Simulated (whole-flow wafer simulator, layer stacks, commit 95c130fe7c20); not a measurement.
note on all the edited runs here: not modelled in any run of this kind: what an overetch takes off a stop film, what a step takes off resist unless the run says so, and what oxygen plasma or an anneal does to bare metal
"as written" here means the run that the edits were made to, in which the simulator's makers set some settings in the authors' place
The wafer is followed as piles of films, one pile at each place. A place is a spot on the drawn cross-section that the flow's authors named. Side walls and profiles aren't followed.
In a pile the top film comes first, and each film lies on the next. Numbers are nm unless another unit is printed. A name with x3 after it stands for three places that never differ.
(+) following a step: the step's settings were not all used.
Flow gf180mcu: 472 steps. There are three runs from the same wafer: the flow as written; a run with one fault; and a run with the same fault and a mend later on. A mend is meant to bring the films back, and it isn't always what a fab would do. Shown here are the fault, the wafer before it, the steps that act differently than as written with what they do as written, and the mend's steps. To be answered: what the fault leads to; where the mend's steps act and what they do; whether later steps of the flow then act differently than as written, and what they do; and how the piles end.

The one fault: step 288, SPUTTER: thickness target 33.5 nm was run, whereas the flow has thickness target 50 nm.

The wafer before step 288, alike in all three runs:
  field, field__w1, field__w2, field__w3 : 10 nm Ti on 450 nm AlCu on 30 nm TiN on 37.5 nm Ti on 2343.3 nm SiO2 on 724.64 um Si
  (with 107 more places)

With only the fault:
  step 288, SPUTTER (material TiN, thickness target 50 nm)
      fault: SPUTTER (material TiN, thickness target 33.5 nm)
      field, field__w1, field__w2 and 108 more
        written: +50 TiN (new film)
        fault: +33.5 TiN (new film)
  Steps further on in the flow that do not act as written (4 other steps are not shown; they differ only slightly, by no more than 2% or 0.5 nm, whichever is larger):
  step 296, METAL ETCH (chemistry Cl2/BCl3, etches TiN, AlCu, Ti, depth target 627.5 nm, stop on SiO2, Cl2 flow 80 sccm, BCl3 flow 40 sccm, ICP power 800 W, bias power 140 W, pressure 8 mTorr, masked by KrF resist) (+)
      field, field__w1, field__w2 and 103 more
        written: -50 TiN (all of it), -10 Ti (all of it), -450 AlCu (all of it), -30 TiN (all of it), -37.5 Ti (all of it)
        fault: -33.5 TiN (all of it), -10 Ti (all of it), -450 AlCu (all of it), -30 TiN (all of it), -37.5 Ti (all of it)
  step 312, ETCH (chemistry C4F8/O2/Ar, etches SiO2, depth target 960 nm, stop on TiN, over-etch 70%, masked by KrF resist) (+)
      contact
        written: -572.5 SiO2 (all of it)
        fault: -589 SiO2 (all of it)
  The piles end different from the flow's at field__w8, contact, m1, m1__w1, m1_nw by more than 2% or 0.5 nm, whichever is larger.
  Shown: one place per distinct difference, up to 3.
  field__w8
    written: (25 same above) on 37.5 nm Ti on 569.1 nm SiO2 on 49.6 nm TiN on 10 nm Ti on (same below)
    fault: (25 same above) on 37.5 nm Ti on 585.6 nm SiO2 on 33.1 nm TiN on 10 nm Ti on (same below)
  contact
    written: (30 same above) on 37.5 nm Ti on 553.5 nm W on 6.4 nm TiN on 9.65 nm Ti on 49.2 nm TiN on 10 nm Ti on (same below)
    fault: (30 same above) on 37.5 nm Ti on 570.2 nm W on 6.34 nm TiN on 9.56 nm Ti on 32.7 nm TiN on 10 nm Ti on (same below)

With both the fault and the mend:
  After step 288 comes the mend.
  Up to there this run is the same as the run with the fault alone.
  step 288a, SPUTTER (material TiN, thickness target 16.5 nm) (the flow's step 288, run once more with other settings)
      field, field__w1, field__w2 and 108 more
        +16.5 TiN
  None of the later steps of the flow acts differently than as written at any place that is followed.
  By the end, the piles equal the flow's at every place that both follow.
